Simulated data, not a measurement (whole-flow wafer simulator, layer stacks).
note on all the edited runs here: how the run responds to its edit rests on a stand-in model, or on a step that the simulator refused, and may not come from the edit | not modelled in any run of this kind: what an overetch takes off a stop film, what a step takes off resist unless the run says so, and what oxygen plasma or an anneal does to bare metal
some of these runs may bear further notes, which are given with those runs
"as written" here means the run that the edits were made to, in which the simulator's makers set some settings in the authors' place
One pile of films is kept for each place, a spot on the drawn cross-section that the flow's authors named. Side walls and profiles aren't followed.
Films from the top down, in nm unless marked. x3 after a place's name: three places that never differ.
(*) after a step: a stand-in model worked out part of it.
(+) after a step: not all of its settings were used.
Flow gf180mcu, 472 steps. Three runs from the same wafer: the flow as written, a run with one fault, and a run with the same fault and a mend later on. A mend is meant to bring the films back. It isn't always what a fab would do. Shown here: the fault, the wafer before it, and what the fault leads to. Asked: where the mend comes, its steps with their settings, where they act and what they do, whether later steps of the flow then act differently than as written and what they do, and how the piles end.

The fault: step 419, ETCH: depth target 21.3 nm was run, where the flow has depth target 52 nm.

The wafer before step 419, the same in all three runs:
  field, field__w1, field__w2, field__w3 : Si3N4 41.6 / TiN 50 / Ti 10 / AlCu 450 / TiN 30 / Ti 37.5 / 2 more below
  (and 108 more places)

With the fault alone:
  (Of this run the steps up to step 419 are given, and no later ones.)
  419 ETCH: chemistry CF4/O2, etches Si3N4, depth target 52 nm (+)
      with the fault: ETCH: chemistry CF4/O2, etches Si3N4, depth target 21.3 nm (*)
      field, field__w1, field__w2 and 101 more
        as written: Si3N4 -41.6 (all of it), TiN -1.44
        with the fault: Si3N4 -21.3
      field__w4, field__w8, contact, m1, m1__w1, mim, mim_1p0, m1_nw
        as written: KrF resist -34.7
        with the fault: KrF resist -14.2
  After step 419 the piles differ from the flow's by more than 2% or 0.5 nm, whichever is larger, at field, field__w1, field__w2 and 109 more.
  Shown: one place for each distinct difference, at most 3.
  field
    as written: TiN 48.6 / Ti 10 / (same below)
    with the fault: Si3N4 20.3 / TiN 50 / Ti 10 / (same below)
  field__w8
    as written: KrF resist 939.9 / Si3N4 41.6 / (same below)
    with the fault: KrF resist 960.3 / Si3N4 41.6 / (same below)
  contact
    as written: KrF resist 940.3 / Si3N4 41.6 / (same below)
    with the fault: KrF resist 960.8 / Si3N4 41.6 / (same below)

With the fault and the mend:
  The mend comes after step 419.
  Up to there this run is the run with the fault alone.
  419a ETCH: chemistry CF4/O2, etches Si3N4, depth target 30.7 nm (*) (+) (the flow's step 419 once more, with other settings)
      field, field__w1, field__w2 and 101 more
        Si3N4 -20.3 (all of it), TiN -1.41
      field__w4, field__w8, contact, m1, m1__w1, mim, mim_1p0, m1_nw
        KrF resist -20.3
  No later step of the flow acts differently than as written, at any place that is followed, by more than 2% or 0.5 nm, whichever is larger.
  At the end the piles are the same as the flow's at every place that both follow.
